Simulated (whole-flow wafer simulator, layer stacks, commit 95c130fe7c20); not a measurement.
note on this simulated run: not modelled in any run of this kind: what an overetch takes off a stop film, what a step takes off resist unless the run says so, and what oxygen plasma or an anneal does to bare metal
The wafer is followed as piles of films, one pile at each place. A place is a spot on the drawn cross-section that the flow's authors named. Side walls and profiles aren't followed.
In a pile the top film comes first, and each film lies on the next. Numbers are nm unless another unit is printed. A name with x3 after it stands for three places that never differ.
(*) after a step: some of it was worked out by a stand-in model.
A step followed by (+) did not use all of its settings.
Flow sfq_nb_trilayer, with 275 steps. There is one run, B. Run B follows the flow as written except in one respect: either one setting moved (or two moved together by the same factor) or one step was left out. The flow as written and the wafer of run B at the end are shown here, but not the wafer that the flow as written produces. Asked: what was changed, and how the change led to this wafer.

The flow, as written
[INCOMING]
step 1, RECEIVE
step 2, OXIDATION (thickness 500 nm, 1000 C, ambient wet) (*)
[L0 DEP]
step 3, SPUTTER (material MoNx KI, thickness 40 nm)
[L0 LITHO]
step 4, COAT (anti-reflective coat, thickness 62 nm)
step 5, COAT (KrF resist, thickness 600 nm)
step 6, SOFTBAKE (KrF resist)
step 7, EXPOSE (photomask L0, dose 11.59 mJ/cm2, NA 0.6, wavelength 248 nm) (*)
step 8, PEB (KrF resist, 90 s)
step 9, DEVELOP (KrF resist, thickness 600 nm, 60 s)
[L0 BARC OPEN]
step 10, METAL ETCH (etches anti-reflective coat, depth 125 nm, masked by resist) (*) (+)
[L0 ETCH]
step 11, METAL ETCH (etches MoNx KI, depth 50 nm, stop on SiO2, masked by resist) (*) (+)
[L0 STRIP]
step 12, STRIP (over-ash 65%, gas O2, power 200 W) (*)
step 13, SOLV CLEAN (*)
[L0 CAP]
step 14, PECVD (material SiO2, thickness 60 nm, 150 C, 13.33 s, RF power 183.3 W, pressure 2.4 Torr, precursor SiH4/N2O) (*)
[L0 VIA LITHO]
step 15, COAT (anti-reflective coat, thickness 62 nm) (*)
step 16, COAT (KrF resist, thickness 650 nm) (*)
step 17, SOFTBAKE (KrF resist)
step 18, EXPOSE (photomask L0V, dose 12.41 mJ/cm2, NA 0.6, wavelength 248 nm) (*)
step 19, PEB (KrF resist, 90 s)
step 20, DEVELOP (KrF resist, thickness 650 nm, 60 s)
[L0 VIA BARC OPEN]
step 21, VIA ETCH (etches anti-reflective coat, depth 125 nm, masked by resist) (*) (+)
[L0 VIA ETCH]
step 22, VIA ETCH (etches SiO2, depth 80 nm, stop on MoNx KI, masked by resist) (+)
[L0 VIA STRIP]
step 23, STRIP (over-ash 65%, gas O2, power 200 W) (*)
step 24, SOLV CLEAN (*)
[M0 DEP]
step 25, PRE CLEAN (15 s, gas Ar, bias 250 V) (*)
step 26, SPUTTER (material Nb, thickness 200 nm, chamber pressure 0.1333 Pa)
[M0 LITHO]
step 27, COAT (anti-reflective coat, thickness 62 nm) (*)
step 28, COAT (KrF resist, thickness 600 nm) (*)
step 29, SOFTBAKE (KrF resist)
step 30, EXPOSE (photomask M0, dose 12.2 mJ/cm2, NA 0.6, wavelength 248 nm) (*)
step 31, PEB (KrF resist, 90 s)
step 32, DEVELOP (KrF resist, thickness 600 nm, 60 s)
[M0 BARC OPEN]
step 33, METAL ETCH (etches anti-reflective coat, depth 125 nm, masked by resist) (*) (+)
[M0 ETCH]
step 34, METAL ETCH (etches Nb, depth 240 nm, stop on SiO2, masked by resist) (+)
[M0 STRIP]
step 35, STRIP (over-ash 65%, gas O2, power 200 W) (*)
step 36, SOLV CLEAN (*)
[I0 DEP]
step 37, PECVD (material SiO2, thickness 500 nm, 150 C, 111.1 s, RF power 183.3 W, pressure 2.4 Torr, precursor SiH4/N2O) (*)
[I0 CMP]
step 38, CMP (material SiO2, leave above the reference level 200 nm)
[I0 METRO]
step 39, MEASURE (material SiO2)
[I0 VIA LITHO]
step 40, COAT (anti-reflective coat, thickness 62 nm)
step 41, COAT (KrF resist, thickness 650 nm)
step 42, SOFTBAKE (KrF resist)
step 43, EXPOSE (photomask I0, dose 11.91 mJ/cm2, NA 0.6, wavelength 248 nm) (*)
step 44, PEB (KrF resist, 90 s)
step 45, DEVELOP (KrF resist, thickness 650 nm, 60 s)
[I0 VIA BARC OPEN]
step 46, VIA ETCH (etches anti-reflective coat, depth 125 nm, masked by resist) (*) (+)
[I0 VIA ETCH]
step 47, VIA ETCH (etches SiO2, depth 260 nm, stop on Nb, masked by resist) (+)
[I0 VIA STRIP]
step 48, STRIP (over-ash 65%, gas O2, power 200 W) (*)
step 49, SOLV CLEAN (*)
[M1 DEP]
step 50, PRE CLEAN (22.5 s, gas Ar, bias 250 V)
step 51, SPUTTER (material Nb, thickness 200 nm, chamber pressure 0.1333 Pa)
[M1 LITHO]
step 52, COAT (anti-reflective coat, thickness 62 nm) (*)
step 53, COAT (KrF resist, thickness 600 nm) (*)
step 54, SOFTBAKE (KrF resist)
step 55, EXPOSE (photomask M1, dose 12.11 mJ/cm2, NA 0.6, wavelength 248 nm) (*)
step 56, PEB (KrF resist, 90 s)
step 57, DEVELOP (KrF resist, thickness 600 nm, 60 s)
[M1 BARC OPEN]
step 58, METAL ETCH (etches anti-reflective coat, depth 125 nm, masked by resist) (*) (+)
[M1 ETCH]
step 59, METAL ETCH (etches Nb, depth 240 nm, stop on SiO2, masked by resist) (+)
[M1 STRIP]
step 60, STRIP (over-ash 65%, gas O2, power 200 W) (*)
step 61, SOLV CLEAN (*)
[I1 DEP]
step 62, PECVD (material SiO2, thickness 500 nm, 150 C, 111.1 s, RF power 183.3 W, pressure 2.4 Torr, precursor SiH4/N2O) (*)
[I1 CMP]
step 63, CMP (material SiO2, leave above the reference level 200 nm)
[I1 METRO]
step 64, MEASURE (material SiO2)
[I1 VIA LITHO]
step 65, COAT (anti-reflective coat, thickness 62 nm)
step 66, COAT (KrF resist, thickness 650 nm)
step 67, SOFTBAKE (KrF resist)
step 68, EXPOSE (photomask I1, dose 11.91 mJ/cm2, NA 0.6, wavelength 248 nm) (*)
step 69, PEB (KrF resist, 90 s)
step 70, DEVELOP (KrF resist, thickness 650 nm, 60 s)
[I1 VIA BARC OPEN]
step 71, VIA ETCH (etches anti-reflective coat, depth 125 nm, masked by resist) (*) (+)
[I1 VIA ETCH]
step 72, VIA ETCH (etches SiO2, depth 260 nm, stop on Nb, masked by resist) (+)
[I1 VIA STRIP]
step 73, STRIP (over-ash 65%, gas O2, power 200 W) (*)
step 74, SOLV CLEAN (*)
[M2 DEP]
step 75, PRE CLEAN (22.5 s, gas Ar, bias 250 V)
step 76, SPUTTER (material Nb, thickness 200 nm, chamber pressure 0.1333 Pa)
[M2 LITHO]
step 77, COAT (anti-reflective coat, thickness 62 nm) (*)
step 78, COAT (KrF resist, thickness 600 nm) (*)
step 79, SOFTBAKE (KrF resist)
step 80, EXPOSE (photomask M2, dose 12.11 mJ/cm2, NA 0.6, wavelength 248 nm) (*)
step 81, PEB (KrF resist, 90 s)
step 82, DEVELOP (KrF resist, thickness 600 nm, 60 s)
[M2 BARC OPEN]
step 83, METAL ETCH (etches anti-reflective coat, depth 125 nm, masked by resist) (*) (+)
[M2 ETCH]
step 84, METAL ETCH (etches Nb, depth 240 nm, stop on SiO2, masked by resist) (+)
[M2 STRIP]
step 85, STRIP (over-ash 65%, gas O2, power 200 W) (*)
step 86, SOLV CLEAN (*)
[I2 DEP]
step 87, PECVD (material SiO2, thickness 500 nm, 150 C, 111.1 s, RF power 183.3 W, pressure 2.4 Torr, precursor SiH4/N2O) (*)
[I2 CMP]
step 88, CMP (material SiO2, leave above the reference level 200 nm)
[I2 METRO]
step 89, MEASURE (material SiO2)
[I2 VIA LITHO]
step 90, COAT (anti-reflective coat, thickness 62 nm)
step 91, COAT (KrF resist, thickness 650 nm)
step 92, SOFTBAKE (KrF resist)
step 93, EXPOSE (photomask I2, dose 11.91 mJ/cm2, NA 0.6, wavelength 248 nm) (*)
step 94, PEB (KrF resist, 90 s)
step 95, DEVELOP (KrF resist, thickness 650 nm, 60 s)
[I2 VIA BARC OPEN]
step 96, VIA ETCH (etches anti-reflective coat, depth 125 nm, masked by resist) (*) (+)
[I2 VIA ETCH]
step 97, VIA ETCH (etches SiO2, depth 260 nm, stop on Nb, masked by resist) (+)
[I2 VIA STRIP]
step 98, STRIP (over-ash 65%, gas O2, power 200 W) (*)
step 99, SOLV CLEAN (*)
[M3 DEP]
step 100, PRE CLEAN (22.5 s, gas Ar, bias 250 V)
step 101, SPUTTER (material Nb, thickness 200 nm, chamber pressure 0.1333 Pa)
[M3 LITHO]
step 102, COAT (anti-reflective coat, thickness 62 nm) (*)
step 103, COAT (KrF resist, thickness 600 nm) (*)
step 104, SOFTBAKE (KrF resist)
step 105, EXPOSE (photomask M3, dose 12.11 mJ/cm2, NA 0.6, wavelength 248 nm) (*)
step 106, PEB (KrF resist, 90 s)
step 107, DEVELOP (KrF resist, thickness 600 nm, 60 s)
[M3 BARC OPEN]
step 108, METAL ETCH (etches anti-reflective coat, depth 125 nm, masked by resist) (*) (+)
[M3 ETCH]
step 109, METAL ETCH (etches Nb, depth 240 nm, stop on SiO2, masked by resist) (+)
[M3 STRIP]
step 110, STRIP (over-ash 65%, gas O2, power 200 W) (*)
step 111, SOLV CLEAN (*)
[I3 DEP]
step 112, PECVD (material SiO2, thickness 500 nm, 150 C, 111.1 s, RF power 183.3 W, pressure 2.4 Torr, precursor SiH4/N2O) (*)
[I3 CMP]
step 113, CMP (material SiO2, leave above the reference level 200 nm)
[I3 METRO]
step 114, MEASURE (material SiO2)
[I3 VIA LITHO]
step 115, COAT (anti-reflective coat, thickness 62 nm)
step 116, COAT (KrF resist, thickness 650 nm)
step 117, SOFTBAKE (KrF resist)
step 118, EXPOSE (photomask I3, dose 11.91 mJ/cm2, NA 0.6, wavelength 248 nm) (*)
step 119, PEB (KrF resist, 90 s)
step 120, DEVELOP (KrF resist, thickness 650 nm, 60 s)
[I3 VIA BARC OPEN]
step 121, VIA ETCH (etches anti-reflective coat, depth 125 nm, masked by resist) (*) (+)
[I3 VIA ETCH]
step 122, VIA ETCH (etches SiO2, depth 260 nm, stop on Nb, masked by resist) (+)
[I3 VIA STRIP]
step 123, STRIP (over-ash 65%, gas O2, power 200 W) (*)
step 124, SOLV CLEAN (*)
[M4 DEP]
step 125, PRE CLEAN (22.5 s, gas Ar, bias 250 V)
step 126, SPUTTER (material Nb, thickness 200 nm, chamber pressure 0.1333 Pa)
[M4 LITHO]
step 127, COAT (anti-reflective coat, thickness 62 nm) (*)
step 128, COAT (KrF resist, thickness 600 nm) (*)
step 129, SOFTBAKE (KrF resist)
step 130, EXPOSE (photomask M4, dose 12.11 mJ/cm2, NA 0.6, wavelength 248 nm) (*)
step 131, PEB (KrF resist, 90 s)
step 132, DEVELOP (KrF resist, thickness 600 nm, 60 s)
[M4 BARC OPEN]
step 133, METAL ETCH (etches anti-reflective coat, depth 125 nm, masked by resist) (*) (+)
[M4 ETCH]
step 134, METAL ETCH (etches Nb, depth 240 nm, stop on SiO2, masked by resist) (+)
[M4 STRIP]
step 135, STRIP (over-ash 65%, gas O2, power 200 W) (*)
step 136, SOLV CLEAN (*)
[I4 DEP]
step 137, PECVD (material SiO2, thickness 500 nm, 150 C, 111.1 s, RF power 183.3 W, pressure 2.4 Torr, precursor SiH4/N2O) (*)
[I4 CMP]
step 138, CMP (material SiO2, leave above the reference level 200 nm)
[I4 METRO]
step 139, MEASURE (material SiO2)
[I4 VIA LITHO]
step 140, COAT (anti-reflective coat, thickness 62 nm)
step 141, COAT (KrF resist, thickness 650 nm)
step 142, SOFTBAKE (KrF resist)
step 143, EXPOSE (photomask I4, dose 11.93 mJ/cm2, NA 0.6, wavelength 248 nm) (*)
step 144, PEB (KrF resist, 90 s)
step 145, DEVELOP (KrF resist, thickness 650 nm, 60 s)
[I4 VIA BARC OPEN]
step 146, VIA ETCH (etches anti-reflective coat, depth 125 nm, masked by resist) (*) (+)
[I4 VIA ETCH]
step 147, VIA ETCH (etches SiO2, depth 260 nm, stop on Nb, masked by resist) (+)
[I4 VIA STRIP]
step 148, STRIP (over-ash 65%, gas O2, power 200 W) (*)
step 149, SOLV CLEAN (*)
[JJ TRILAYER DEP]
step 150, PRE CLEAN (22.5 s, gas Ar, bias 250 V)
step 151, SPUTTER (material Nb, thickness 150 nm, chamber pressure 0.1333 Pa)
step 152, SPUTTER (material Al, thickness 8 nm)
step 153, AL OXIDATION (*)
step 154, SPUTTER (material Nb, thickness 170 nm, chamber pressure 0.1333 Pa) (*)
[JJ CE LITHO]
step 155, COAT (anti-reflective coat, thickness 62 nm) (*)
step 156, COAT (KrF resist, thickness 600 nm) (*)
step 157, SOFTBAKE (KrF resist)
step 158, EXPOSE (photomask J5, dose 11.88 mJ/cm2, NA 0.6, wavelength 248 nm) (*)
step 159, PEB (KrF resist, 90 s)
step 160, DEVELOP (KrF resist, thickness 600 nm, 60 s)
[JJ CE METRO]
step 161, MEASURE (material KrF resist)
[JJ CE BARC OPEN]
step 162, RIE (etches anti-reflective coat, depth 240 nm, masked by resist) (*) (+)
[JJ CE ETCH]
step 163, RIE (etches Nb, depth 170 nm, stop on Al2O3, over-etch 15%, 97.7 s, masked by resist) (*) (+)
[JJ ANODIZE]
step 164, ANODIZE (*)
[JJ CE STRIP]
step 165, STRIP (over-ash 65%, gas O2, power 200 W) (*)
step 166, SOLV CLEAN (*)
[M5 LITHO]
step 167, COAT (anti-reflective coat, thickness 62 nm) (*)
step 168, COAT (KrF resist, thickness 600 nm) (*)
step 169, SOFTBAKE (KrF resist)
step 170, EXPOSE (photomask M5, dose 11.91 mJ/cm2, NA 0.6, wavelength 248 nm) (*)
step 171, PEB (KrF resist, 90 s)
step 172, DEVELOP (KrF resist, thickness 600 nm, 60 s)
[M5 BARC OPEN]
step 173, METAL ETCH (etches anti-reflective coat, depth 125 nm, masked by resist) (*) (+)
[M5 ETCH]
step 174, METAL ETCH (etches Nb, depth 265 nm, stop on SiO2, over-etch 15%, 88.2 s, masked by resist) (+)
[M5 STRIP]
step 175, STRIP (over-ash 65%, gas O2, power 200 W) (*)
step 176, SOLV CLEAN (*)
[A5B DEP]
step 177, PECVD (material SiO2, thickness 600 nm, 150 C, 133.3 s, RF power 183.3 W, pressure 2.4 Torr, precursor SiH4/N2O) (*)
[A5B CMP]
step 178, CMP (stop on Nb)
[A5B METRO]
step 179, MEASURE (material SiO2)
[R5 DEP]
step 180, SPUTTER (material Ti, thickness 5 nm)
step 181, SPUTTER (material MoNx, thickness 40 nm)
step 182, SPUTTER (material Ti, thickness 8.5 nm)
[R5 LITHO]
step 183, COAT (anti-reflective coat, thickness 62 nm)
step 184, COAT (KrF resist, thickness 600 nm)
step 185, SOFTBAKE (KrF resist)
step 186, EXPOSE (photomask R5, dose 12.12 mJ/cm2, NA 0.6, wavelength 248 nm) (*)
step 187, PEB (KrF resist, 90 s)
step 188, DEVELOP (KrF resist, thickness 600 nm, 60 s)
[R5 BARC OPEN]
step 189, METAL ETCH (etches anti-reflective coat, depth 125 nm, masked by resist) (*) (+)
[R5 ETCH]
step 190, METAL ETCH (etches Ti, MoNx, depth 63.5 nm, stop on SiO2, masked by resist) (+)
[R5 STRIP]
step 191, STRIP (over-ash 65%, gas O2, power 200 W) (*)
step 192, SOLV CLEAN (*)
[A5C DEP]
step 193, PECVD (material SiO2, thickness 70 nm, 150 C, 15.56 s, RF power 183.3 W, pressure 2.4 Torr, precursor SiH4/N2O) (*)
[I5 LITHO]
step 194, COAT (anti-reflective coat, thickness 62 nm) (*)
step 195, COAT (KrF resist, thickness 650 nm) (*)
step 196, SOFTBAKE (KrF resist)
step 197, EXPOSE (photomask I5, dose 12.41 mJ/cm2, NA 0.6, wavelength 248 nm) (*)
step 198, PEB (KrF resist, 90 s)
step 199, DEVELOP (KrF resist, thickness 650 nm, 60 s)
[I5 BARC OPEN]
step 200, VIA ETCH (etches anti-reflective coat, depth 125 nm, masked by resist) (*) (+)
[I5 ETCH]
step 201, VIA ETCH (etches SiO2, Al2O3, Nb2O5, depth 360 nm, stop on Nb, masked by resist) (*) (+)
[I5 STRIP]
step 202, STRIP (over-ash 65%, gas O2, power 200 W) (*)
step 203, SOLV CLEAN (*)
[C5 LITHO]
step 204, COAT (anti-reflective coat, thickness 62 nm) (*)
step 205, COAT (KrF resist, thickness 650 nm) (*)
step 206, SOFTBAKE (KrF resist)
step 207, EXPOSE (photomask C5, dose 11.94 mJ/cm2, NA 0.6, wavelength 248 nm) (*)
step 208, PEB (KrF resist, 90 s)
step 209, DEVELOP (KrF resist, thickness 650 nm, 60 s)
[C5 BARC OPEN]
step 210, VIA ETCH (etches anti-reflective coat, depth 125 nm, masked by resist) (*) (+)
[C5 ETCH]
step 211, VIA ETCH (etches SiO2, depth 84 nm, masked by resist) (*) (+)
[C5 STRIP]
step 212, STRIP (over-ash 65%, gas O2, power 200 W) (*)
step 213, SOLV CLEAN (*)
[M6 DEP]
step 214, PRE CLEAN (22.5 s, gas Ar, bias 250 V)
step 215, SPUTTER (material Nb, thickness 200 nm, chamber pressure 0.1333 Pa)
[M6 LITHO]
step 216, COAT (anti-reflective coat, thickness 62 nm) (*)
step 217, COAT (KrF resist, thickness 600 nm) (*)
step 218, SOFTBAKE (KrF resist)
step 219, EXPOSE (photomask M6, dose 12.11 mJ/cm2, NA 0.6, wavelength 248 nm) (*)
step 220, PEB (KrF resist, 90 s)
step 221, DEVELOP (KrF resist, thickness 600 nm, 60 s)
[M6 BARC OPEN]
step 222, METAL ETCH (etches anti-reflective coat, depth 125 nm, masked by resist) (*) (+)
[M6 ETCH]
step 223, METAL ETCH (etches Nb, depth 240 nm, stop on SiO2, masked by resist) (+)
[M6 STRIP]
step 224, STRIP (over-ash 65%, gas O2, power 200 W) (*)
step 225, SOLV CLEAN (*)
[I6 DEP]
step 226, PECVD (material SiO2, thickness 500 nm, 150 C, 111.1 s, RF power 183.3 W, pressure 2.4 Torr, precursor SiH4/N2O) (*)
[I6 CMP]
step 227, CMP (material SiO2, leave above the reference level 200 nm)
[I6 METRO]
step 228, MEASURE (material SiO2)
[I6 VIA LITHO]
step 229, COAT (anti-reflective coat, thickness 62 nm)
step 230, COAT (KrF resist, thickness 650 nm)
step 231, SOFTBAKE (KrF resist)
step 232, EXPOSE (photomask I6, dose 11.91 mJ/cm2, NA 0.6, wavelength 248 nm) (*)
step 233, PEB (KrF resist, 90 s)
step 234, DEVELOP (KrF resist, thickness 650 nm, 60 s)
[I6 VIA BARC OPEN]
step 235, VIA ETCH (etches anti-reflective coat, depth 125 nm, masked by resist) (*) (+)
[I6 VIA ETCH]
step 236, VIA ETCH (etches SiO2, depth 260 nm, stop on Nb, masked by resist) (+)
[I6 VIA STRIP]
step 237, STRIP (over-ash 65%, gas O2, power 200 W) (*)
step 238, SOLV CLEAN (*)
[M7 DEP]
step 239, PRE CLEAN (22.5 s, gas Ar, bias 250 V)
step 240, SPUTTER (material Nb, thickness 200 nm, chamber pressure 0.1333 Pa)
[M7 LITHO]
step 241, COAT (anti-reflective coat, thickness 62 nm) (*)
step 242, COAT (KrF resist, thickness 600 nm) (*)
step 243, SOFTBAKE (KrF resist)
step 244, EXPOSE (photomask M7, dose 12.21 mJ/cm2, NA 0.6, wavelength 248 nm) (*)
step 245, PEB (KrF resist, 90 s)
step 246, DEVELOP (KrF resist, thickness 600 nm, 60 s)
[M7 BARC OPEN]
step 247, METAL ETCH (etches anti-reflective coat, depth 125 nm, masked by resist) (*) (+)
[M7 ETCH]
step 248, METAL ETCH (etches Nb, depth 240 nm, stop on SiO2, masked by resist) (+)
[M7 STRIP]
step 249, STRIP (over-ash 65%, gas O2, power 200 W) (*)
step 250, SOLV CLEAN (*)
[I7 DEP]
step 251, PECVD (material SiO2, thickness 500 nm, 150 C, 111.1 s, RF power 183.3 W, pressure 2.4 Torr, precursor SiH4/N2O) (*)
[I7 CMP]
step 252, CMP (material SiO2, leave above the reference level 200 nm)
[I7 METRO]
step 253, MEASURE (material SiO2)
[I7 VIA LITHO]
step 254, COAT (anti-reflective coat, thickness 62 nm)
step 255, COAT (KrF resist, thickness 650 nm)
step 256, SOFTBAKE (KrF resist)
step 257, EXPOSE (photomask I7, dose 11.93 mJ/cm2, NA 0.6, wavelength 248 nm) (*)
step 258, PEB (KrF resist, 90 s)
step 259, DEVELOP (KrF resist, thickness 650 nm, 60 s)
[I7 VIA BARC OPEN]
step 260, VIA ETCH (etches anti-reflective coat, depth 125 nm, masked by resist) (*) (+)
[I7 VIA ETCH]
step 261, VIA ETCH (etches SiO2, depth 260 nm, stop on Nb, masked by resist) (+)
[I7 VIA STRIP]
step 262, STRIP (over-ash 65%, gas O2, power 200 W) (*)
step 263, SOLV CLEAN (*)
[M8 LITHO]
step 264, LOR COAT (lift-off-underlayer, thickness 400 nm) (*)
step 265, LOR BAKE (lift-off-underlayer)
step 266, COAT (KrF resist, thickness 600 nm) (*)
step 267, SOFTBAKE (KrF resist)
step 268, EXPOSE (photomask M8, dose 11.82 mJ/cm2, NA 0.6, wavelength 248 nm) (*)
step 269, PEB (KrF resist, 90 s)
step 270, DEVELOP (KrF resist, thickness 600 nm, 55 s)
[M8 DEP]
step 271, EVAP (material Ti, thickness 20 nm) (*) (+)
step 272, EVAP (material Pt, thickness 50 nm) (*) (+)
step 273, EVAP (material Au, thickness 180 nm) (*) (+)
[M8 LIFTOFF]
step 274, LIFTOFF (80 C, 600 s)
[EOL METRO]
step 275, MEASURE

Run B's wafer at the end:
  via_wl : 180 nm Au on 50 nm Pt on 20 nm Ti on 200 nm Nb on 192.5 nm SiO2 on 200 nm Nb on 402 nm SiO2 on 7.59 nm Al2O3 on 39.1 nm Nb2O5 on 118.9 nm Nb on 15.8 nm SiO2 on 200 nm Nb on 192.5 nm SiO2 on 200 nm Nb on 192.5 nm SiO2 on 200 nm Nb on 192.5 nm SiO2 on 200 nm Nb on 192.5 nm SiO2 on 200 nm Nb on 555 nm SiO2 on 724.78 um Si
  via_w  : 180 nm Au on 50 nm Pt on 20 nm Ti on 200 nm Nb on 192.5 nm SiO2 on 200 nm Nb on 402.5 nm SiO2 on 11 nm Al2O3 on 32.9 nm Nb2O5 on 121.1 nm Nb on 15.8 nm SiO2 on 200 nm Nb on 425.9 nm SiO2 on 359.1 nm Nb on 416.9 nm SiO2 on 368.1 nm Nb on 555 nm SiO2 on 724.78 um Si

What caused this: step 147, VIA ETCH: depth 176.5 nm was run, though the flow has depth 260 nm.

The path from the change to this, step by step:
  step 147, VIA ETCH (etches SiO2, depth 260 nm, stop on Nb, masked by resist) (+)
      via_wl, via_w, via_wr: -176.5 SiO2 (as written it would have been: -199.8 SiO2 (all of it))
      field_l, v_sur, via_sp and 100 more: -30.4 KrF resist (as written it would have been: -44.8 KrF resist)
  step 148, STRIP (over-ash 65%, gas O2, power 200 W) (*)
      field_l, v_sur, via_sp and 100 more: -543 KrF resist (all of it), -62 anti-reflective coat (all of it) (as written it would have been: -528.6 KrF resist (all of it), -62 anti-reflective coat (all of it))
  step 150, PRE CLEAN (22.5 s, gas Ar, bias 250 V)
      via_wl, via_w, via_wr: -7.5 SiO2 (as written it would have been: -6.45 Nb)
  step 151, SPUTTER (material Nb, thickness 150 nm, chamber pressure 0.1333 Pa)
      via_wl, via_w, via_wr: +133 Nb (new film) (as written it would have been: +130.4 Nb)
  step 154, SPUTTER (material Nb, thickness 170 nm, chamber pressure 0.1333 Pa) (*)
      via_wl, via_wr: +144.6 Nb (new film) (as written it would have been: +140.7 Nb (new film))
      via_w: +144.9 Nb (new film) (as written it would have been: +141 Nb (new film))
  step 155, COAT (anti-reflective coat, thickness 62 nm) (*)
      via_wl, via_wr: +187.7 anti-reflective coat (new film) (as written it would have been: +209.4 anti-reflective coat (new film))
      v_sur: +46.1 anti-reflective coat (new film) (as written it would have been: +45.1 anti-reflective coat (new film))
      (as well as at 1 more place)
  step 156, COAT (KrF resist, thickness 600 nm) (*)
      via_w: +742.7 KrF resist (new film) (as written it would have been: +763.8 KrF resist (new film))
  step 160, DEVELOP (KrF resist, thickness 600 nm, 60 s)
      via_w: -741 KrF resist (all of it) (as written it would have been: -762.1 KrF resist (all of it))
  step 162, RIE (etches anti-reflective coat, depth 240 nm, masked by resist) (*) (+)
      ce_l, c5j, ce_r, wl_jj: -187.7 KrF resist (as written it would have been: -209.4 KrF resist)
      via_wl, via_wr: -187.7 anti-reflective coat (all of it) (as written it would have been: -209.4 anti-reflective coat (all of it))
      (as well as at 2 more places)
  step 163, RIE (etches Nb, depth 170 nm, stop on Al2O3, over-etch 15%, 97.7 s, masked by resist) (*) (+)
      via_wl, via_wr: -144.6 Nb (all of it), -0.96 Al2O3 (all of it) (as written it would have been: -140.7 Nb (all of it), -0.96 Al2O3 (all of it))
      via_w: -144.9 Nb (all of it), -0.96 Al2O3 (all of it) (as written it would have been: -141 Nb (all of it), -0.96 Al2O3 (all of it))
  step 165, STRIP (over-ash 65%, gas O2, power 200 W) (*)
      ce_l: -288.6 KrF resist (all of it), -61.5 anti-reflective coat (all of it) (as written it would have been: -266.8 KrF resist (all of it), -61.4 anti-reflective coat (all of it))
      c5j: -288.7 KrF resist (all of it), -61.5 anti-reflective coat (all of it) (as written it would have been: -266.9 KrF resist (all of it), -61.5 anti-reflective coat (all of it))
      (as well as at 2 more places)
  step 167, COAT (anti-reflective coat, thickness 62 nm) (*)
      via_wl: +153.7 anti-reflective coat (new film) (as written it would have been: +170.5 anti-reflective coat (new film))
      via_wr: +153.7 anti-reflective coat (new film) (as written it would have been: +170.6 anti-reflective coat (new film))
  step 168, COAT (KrF resist, thickness 600 nm) (*)
      via_w: +716.2 KrF resist (new film) (as written it would have been: +732.6 KrF resist (new film))
  step 175, STRIP (over-ash 65%, gas O2, power 200 W) (*)
      via_wl: -424.9 KrF resist (all of it), -153.7 anti-reflective coat (all of it) (as written it would have been: -427 KrF resist (all of it), -170.5 anti-reflective coat (all of it))
      via_w: -487.1 KrF resist (all of it), -82.8 anti-reflective coat (all of it) (as written it would have been: -503.5 KrF resist (all of it), -84.1 anti-reflective coat (all of it))
      (as well as at 1 more place)
  step 178, CMP (stop on Nb)
      via_wl, via_wr: -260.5 SiO2 (as written it would have been: -235.7 SiO2)
      via_w: -260 SiO2 (as written it would have been: -235.2 SiO2)
Taking metal films that touch as one body, via_wl has 8 bodies (between them, from the top down: SiO2 192.5; SiO2 402 / Al2O3 7.59 / Nb2O5 39.1; SiO2 15.8; SiO2 192.5; SiO2 192.5; SiO2 192.5; SiO2 192.5); the flow as written gives 7 bodies (between them, from the top down: SiO2 192.5; SiO2 426.8 / Al2O3 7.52 / Nb2O5 39.2; SiO2 192.5; SiO2 192.5; SiO2 192.5; SiO2 192.5).
Taking metal films that touch as one body, via_w has 6 bodies (between them, from the top down: SiO2 192.5; SiO2 402.5 / Al2O3 11 / Nb2O5 32.9; SiO2 15.8; SiO2 425.9; SiO2 416.9); the flow as written gives 5 bodies (between them, from the top down: SiO2 192.5; SiO2 427.3 / Al2O3 10.8 / Nb2O5 33.3; SiO2 425.9; SiO2 416.9).
